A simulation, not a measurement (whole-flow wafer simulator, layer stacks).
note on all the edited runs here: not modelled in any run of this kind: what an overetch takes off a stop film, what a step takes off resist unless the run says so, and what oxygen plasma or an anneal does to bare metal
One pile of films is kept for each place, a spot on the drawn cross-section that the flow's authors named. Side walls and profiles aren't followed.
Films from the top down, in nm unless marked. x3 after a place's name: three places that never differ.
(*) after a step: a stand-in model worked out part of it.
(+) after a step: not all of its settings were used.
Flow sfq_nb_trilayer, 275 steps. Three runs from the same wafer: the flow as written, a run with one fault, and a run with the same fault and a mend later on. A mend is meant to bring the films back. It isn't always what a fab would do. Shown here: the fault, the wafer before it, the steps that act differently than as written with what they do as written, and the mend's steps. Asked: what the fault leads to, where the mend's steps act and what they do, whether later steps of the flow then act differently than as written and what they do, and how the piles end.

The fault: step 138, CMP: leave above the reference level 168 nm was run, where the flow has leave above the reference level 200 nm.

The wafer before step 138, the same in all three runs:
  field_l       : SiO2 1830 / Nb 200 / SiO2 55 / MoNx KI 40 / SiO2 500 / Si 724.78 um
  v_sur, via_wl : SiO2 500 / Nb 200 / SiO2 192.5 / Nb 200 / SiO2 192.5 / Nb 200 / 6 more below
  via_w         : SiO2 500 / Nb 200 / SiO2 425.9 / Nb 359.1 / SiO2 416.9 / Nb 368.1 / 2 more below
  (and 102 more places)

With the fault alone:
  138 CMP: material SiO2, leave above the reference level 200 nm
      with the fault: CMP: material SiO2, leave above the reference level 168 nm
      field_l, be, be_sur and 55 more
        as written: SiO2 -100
        with the fault: SiO2 -132
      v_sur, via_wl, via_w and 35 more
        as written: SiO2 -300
        with the fault: SiO2 -332
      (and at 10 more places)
  Later steps of the flow that act differently than as written (7 more steps differ only slightly, by at most 2% or 0.5 nm, whichever is larger, and aren't shown):
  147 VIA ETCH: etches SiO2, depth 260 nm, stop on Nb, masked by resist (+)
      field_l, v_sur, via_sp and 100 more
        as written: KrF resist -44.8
        with the fault: KrF resist -43.4
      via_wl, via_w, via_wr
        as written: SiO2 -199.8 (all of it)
        with the fault: SiO2 -167.8 (all of it)
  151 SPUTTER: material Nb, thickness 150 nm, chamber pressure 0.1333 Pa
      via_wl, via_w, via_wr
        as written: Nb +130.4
        with the fault: Nb +134.1
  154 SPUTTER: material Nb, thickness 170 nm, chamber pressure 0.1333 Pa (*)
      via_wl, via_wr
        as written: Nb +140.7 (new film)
        with the fault: Nb +146.2 (new film)
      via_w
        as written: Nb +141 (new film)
        with the fault: Nb +146.6 (new film)
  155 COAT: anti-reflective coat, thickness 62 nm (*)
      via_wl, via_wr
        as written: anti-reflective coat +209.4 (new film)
        with the fault: anti-reflective coat +178.4 (new film)
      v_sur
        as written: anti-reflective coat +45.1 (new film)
        with the fault: anti-reflective coat +46.5 (new film)
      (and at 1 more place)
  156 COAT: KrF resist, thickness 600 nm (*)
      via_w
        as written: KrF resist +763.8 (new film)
        with the fault: KrF resist +733.3 (new film)
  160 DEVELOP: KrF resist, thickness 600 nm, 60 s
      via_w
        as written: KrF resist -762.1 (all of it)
        with the fault: KrF resist -731.8 (all of it)
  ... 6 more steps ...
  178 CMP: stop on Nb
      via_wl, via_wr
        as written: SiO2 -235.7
        with the fault: SiO2 -271.4
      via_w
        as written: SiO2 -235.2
        with the fault: SiO2 -270.9
  At the end the piles differ from the flow's by more than 2% or 0.5 nm, whichever is larger, at v_sur, via_wl, via_w and 36 more.
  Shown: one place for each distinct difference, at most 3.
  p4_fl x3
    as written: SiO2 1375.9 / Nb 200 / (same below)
    with the fault: SiO2 1343.9 / Nb 200 / (same below)
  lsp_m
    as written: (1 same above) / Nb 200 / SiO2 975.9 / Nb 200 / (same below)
    with the fault: (1 same above) / Nb 200 / SiO2 943.9 / Nb 200 / (same below)
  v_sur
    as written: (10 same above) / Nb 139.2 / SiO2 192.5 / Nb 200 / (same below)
    with the fault: (10 same above) / Nb 139.2 / SiO2 160.5 / Nb 200 / (same below)

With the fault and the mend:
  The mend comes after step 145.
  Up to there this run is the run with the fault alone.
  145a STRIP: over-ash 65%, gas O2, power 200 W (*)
      field_l, v_sur, via_sp and 100 more
        KrF resist -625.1 (all of it), anti-reflective coat -62 (all of it)
      via_wl, via_w, via_wr
        anti-reflective coat -62 (all of it)
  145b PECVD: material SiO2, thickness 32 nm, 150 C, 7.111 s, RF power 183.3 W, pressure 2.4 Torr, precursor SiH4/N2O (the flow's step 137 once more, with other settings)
      field_l, v_sur, via_wl and 103 more
        SiO2 +32
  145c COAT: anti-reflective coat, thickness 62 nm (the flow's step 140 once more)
      field_l, v_sur, via_wl and 103 more
        anti-reflective coat +62 (new film)
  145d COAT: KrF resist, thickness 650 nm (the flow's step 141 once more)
      field_l, v_sur, via_wl and 103 more
        KrF resist +650 (new film)
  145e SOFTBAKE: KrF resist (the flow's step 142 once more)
      changes no film at any place that is followed
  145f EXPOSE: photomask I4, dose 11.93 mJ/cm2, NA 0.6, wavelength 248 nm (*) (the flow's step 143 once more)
      changes no film at any place that is followed
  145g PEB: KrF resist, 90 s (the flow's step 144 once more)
      field_l, v_sur, via_wl and 103 more
        KrF resist -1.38
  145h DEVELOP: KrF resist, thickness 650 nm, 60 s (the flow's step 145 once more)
      field_l, v_sur, via_sp and 100 more
        KrF resist -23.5
      via_wl, via_w, via_wr
        KrF resist -648.6 (all of it)
  No later step of the flow acts differently than as written at any place that is followed.
  At the end the piles are the same as the flow's at every place that both follow.
